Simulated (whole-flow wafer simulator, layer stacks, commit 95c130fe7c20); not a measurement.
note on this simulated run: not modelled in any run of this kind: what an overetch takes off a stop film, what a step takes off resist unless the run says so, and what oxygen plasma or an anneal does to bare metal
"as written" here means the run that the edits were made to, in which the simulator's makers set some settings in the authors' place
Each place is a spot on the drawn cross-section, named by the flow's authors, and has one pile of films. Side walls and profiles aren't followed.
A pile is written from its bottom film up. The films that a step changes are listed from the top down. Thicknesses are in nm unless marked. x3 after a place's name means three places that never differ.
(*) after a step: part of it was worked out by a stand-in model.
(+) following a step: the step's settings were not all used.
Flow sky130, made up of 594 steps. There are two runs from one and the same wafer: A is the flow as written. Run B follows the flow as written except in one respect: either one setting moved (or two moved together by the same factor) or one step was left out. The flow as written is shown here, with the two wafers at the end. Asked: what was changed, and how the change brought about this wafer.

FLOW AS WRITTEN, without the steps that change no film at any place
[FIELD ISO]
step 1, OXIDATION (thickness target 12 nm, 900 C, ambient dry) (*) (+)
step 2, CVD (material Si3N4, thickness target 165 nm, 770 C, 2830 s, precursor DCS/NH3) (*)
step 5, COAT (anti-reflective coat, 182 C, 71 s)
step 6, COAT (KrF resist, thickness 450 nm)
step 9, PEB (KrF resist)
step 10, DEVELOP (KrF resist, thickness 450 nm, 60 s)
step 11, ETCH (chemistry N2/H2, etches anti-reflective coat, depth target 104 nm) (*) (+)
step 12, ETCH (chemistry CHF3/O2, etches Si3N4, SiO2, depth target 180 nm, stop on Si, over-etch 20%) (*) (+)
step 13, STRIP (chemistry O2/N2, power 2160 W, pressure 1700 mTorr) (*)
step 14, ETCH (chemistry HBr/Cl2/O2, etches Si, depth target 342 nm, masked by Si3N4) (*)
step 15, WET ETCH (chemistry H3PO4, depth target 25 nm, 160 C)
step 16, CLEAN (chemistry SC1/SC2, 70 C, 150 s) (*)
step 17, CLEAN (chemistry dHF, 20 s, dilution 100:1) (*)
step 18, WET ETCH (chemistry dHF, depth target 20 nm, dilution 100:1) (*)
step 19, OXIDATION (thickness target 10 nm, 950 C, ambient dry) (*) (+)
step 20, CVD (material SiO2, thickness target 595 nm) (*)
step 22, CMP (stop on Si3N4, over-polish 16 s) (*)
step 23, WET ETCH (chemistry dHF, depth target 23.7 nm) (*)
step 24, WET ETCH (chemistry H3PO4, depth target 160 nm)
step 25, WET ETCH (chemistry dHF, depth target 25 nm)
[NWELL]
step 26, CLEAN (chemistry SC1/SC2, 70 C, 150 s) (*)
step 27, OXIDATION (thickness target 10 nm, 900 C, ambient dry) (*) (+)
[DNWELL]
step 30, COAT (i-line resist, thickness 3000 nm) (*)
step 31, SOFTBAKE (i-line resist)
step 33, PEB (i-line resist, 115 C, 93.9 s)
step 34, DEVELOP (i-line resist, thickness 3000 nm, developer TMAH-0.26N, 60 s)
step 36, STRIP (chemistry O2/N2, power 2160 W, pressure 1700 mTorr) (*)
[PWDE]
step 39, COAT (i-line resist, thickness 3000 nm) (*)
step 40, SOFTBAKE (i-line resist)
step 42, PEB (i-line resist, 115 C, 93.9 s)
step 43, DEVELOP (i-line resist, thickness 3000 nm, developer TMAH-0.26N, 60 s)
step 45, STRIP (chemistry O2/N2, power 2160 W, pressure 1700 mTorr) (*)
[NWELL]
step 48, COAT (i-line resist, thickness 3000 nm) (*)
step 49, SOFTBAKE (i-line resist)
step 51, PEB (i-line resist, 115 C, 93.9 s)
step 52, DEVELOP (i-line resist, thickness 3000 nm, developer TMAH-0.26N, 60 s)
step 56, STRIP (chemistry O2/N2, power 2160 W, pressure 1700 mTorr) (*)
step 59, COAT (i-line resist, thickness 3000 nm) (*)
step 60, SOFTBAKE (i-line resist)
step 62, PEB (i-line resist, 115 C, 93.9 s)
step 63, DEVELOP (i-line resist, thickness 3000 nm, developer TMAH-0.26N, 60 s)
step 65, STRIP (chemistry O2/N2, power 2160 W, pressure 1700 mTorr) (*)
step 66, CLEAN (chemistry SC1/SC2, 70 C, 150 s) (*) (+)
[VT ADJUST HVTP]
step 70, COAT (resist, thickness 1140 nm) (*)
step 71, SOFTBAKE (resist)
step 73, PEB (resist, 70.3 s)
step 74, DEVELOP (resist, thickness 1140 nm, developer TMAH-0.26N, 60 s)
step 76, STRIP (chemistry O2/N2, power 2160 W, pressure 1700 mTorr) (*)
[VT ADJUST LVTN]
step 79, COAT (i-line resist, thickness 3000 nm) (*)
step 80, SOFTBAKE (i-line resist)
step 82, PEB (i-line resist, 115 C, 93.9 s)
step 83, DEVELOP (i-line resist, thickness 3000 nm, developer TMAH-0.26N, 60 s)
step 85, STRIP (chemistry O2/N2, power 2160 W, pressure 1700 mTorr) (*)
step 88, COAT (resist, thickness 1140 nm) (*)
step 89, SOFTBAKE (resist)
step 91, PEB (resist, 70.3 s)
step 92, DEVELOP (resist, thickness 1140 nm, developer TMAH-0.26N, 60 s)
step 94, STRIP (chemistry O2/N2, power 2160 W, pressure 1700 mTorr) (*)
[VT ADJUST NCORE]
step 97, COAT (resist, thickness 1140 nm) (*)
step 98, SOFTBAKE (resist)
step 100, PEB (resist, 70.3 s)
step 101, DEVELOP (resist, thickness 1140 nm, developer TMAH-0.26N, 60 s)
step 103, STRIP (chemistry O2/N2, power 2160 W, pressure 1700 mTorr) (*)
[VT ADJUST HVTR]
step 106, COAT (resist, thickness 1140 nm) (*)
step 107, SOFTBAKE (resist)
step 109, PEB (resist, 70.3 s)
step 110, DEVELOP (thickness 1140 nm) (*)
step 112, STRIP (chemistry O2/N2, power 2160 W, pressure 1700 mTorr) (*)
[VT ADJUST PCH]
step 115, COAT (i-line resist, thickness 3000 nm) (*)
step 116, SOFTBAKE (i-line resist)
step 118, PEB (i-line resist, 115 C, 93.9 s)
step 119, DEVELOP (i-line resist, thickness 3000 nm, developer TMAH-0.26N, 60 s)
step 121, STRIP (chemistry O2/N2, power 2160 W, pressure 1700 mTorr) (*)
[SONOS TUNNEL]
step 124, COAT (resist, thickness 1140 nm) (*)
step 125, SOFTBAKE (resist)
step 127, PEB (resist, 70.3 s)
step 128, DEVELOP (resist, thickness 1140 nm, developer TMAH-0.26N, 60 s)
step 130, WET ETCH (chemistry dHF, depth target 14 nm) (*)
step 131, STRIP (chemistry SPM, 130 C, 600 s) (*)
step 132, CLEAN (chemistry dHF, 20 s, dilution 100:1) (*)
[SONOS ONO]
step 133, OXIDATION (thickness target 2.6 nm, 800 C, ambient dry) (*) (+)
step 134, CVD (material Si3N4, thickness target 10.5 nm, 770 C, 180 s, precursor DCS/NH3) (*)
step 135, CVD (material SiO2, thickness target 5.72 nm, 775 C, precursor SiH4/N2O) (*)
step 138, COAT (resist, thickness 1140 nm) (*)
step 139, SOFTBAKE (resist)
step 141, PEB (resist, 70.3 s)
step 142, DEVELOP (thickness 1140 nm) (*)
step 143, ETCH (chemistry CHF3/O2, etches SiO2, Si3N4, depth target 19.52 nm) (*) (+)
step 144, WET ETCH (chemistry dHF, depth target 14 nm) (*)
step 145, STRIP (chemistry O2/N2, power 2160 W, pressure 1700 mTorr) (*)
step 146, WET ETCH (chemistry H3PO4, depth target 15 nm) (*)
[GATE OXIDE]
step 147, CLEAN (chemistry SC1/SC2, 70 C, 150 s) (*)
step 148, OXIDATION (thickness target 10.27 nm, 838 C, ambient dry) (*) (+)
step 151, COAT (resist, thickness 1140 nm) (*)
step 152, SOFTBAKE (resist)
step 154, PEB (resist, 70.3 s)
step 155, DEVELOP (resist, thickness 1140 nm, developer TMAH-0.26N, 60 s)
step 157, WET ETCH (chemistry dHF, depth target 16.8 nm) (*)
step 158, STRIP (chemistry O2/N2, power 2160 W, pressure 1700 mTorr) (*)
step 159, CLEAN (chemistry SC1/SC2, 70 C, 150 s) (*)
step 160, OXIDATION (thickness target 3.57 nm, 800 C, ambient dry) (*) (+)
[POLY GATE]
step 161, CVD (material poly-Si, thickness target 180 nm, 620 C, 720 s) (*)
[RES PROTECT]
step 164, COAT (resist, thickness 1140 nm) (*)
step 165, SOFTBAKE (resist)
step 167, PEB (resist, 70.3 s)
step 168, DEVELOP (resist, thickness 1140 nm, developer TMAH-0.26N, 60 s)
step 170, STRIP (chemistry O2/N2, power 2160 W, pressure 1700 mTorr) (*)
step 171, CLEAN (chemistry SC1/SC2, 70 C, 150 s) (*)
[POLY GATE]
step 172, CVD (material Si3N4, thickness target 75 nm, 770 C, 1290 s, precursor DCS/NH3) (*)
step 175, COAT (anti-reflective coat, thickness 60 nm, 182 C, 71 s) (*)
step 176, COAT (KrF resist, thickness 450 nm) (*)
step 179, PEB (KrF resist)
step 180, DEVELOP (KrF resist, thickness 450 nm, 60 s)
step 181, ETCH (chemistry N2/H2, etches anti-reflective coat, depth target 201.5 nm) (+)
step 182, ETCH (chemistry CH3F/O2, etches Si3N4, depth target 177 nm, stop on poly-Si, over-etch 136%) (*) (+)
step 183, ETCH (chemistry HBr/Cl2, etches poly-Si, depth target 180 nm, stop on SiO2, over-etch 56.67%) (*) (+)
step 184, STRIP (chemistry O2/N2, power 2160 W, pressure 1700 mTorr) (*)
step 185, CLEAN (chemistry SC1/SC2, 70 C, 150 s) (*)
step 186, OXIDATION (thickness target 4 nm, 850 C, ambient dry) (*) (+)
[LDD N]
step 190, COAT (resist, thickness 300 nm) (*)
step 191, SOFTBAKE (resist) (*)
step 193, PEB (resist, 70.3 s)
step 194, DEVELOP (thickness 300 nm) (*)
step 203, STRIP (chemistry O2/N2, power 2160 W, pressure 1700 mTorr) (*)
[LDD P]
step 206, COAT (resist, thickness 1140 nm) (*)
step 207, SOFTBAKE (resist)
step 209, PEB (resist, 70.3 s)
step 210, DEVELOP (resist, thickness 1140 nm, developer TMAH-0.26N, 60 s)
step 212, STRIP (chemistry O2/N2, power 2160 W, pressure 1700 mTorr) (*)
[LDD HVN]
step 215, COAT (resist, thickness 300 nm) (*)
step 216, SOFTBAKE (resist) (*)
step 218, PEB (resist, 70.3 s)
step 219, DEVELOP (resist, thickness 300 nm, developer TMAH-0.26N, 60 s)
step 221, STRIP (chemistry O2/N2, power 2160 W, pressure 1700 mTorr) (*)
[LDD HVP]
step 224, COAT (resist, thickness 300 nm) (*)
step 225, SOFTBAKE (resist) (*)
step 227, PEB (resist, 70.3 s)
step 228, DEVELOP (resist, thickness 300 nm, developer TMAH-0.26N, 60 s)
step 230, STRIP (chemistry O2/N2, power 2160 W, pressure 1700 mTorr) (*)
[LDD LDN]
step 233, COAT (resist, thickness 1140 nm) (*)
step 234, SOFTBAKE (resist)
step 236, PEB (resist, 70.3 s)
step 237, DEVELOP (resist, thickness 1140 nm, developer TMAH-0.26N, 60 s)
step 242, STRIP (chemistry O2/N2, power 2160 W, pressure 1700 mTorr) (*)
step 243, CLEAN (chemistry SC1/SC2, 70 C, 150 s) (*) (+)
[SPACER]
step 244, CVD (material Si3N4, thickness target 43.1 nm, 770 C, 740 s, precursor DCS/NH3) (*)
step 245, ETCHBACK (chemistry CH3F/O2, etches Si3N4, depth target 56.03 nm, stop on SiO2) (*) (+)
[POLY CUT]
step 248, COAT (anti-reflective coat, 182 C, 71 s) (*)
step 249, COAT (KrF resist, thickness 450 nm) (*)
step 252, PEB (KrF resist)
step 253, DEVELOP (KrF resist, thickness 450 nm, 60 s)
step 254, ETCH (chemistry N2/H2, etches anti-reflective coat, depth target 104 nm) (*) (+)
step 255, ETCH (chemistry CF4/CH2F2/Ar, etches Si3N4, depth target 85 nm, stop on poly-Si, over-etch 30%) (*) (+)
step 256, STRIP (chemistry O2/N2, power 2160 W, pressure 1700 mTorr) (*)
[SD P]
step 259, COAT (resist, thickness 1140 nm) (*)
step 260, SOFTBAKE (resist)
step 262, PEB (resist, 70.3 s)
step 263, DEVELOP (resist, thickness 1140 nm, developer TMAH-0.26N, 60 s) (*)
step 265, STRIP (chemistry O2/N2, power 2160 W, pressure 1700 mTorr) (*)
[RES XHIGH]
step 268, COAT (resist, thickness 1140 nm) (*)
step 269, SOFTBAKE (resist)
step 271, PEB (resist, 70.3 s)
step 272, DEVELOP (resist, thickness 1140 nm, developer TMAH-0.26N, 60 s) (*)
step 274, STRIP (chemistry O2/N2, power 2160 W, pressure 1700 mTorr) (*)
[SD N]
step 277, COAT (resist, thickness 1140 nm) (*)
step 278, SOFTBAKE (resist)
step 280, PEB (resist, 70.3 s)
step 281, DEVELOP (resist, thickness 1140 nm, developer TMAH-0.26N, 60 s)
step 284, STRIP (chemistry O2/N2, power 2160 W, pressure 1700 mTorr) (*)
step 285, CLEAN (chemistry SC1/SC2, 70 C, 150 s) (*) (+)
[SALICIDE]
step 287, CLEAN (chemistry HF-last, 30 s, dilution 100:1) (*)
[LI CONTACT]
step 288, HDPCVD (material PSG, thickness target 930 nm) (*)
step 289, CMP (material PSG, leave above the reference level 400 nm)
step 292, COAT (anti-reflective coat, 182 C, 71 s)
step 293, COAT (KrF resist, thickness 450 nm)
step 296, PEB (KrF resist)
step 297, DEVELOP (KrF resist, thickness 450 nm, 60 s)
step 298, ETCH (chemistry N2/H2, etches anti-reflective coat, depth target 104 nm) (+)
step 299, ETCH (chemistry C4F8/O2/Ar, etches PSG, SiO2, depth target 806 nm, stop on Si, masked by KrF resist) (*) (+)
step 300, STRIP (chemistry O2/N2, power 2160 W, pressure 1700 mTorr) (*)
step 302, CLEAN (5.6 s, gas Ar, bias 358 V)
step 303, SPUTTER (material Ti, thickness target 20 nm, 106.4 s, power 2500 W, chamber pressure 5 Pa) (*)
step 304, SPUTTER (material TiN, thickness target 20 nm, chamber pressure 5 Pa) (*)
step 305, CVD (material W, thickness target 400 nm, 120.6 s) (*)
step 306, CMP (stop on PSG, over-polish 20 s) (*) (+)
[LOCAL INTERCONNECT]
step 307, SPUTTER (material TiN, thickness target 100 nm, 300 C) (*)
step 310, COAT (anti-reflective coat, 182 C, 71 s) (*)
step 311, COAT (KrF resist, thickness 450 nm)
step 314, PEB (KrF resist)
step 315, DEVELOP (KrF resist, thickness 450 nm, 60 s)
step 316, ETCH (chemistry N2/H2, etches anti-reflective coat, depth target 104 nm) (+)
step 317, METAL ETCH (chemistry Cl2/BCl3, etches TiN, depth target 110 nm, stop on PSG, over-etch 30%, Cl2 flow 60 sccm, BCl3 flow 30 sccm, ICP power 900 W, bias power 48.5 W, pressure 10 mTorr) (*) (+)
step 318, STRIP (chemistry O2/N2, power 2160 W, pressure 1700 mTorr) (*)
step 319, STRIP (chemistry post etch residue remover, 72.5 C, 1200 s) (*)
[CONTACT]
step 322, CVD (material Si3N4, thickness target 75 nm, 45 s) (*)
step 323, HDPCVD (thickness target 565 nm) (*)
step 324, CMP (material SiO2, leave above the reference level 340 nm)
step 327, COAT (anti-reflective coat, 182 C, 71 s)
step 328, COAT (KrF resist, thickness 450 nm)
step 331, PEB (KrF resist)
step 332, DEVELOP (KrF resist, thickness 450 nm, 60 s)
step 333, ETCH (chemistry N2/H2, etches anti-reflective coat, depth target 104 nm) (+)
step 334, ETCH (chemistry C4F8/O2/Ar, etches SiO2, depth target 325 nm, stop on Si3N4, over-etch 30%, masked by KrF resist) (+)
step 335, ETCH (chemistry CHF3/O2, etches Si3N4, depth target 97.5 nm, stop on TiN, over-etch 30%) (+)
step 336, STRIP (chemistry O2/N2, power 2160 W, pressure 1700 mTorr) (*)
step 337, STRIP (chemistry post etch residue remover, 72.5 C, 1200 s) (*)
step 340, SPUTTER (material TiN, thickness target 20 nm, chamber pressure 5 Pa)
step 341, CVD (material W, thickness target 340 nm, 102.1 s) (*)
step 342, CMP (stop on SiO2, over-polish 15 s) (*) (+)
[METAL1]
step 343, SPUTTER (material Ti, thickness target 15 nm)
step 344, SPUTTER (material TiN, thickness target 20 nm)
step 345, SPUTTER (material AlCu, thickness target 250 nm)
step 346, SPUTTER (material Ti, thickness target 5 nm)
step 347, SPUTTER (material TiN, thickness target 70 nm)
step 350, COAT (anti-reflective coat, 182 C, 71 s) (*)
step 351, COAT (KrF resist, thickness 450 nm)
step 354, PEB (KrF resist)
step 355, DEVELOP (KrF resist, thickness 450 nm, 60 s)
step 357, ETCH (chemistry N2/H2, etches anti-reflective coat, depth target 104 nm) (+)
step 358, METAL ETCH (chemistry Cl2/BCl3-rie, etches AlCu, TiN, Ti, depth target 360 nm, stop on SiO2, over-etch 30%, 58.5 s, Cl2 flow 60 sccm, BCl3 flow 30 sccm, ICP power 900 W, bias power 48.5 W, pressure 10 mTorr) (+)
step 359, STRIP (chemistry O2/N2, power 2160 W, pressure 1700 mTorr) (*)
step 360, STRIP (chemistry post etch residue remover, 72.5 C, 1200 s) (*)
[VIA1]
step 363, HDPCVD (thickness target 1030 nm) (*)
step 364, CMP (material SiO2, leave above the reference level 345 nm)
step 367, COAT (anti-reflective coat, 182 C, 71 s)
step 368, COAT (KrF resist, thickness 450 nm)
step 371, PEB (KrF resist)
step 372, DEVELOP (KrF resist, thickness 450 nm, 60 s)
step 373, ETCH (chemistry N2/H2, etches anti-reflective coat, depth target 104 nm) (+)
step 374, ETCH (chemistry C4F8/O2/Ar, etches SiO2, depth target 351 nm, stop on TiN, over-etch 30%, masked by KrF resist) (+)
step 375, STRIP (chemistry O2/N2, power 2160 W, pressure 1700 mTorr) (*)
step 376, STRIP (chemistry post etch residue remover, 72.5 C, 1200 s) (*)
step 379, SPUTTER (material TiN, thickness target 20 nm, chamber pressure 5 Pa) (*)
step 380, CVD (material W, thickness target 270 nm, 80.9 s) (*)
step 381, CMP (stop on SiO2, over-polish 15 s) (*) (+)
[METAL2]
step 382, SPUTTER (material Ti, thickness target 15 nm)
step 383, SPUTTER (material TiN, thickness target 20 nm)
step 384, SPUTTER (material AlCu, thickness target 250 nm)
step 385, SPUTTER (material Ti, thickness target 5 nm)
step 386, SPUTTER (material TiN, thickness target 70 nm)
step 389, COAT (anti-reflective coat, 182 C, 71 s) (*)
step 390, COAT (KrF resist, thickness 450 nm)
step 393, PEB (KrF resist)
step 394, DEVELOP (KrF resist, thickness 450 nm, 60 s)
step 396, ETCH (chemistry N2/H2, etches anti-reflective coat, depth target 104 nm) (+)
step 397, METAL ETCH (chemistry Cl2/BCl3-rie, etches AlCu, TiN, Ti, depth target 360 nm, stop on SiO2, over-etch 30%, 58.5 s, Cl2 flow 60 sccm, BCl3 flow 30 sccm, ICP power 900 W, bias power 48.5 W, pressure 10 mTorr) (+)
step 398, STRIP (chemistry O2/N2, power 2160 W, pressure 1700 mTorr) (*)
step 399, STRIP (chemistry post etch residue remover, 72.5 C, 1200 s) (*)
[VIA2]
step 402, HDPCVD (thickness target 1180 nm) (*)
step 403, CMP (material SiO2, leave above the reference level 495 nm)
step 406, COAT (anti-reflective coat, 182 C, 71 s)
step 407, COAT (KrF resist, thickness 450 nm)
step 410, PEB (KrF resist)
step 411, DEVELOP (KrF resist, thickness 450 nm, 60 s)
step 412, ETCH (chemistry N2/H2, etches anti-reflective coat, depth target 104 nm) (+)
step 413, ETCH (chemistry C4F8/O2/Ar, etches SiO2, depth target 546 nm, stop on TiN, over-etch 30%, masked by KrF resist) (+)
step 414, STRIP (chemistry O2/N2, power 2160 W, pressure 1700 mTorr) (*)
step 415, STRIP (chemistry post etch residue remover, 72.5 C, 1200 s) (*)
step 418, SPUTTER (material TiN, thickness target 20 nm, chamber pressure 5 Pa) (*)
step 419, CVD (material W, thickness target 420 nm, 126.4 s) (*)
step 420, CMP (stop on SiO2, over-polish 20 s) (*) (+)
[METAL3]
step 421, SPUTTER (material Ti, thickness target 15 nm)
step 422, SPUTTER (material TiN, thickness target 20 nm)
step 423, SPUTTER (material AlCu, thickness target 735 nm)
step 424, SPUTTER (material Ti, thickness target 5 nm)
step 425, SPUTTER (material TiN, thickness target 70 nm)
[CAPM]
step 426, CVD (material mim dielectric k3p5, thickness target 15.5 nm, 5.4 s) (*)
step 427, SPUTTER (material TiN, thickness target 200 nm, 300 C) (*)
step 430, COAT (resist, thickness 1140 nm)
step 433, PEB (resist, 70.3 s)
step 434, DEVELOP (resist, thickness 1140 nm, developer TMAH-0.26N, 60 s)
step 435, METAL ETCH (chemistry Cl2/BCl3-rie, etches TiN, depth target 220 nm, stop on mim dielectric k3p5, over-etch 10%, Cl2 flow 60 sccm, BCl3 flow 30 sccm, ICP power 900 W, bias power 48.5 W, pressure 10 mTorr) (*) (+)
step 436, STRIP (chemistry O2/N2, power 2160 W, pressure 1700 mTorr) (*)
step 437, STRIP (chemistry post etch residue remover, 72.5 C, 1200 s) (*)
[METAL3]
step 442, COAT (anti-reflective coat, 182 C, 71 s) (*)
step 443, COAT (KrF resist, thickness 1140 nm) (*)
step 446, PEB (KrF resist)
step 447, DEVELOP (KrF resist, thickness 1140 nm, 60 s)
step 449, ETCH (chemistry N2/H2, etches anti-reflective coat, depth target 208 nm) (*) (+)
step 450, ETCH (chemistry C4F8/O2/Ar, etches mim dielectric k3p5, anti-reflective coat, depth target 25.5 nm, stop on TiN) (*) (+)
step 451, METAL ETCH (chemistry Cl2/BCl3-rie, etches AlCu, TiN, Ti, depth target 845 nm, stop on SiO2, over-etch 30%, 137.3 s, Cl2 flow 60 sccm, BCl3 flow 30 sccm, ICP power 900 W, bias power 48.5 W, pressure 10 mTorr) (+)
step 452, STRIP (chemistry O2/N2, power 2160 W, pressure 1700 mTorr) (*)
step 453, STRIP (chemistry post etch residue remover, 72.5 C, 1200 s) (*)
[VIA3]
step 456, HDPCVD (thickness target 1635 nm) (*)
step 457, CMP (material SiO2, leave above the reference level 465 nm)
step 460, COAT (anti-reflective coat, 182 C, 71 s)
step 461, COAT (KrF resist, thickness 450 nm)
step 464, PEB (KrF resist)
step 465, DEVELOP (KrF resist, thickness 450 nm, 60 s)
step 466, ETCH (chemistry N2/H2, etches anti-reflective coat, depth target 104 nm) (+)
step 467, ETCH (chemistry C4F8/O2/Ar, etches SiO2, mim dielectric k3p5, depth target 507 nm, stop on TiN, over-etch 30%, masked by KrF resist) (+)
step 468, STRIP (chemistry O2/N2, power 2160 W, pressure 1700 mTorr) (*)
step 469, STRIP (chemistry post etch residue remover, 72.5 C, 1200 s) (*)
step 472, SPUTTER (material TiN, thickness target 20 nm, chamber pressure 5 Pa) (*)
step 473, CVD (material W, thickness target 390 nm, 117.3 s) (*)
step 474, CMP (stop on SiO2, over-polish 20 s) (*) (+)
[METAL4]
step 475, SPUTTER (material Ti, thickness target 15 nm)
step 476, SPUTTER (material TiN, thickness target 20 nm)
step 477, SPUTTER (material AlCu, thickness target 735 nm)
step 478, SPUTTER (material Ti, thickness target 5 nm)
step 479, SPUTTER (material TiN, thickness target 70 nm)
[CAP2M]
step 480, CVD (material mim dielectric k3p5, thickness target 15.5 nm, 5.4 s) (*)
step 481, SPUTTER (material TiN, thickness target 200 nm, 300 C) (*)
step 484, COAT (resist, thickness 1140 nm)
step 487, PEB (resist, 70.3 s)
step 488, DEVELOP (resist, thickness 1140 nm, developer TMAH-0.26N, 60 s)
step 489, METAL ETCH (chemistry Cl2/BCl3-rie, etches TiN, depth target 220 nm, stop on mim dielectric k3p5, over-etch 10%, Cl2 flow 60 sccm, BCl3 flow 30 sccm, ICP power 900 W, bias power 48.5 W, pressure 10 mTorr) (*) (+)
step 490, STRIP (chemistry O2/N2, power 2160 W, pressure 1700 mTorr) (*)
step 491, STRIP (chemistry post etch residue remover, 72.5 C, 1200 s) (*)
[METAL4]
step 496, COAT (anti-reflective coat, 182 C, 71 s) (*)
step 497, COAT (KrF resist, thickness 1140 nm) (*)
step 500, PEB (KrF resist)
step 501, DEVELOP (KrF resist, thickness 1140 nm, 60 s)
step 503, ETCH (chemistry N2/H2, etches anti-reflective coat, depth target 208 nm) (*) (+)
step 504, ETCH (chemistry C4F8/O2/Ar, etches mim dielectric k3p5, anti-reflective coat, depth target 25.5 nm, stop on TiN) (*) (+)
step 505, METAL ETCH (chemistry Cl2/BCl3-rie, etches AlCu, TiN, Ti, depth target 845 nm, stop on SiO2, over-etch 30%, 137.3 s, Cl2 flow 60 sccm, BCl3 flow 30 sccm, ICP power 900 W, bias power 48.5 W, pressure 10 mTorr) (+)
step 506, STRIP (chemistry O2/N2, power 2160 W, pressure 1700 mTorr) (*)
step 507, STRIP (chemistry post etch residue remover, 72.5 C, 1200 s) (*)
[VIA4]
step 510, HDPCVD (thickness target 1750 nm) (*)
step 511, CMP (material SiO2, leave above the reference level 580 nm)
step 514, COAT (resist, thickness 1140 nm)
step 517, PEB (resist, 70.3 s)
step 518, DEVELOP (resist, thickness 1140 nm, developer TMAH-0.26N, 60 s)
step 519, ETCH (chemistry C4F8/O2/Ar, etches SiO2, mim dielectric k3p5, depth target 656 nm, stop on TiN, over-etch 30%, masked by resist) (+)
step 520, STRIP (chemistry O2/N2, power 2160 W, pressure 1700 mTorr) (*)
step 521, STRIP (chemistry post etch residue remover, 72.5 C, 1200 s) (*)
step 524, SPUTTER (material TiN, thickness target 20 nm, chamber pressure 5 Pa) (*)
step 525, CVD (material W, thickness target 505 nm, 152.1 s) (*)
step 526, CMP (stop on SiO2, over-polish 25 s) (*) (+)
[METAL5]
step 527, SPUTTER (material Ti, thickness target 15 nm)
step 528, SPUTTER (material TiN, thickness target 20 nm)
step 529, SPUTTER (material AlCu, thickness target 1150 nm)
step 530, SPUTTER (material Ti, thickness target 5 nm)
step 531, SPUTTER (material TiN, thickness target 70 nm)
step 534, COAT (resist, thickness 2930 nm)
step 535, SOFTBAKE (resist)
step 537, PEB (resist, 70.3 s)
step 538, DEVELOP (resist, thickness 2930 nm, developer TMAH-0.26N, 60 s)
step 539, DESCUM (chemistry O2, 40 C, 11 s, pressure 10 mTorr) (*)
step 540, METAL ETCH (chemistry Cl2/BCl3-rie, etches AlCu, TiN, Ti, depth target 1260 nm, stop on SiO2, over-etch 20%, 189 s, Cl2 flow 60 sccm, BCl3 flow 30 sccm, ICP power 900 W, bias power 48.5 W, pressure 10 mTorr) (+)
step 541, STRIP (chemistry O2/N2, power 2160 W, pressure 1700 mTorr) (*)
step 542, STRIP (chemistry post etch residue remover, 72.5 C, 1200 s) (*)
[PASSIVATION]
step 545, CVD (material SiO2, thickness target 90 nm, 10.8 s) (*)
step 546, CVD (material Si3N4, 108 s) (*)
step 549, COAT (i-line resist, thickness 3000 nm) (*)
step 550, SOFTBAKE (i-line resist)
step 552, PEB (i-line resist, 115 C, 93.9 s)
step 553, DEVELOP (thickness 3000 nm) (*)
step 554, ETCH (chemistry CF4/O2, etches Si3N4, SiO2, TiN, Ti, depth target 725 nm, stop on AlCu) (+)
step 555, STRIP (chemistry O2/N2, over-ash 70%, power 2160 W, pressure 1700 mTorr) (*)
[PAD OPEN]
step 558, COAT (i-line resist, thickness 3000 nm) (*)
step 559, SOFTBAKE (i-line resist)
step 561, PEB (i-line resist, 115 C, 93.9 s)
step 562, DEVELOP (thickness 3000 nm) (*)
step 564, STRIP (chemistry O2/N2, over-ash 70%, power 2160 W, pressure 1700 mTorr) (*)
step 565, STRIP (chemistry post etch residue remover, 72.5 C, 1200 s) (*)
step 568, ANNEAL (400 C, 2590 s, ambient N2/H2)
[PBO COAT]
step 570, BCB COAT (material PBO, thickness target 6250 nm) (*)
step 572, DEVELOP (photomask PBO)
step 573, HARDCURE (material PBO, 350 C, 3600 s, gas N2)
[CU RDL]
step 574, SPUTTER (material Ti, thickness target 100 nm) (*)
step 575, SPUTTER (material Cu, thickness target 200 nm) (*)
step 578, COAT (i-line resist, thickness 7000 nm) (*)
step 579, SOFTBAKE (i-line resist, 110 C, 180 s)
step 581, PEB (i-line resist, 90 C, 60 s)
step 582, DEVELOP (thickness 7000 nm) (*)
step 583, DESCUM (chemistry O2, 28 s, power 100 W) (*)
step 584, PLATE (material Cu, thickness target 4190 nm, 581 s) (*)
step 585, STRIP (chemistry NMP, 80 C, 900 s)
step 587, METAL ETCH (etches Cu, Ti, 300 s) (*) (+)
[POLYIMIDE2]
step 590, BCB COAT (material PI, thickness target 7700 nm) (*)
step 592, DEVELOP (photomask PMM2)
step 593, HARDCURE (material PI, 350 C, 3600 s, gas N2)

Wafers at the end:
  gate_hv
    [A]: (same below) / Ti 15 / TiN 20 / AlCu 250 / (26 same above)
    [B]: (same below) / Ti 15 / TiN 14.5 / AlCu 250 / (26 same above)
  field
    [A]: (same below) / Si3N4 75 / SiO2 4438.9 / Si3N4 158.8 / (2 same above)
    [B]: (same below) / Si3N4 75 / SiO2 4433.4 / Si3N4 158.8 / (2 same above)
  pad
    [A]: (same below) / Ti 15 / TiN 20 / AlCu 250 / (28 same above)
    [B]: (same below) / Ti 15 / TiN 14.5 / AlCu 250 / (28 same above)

What caused this: step 344, SPUTTER: thickness target 14.5 nm was run, whereas the flow has thickness target 20 nm.
The wafer itself shows it: gate_hv has TiN 14.5, and step 344 as written asks for 20 nm.

How this came from the change, step by step:
  step 344, SPUTTER (material TiN, thickness target 20 nm)
      field, active, n_well and 188 more: A +20 TiN (new film) | B +14.5 TiN (new film)
  step 358, METAL ETCH (chemistry Cl2/BCl3-rie, etches AlCu, TiN, Ti, depth target 360 nm, stop on SiO2, over-etch 30%, 58.5 s, Cl2 flow 60 sccm, BCl3 flow 30 sccm, ICP power 900 W, bias power 48.5 W, pressure 10 mTorr) (+)
      field, active, gate and 81 more: A -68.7 TiN (all of it), -5 Ti (all of it), -250 AlCu (all of it), -20 TiN (all of it), -15 Ti (all of it), -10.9 SiO2 | B -68.7 TiN (all of it), -5 Ti (all of it), -250 AlCu (all of it), -14.5 TiN (all of it), -15 Ti (all of it), -11.5 SiO2
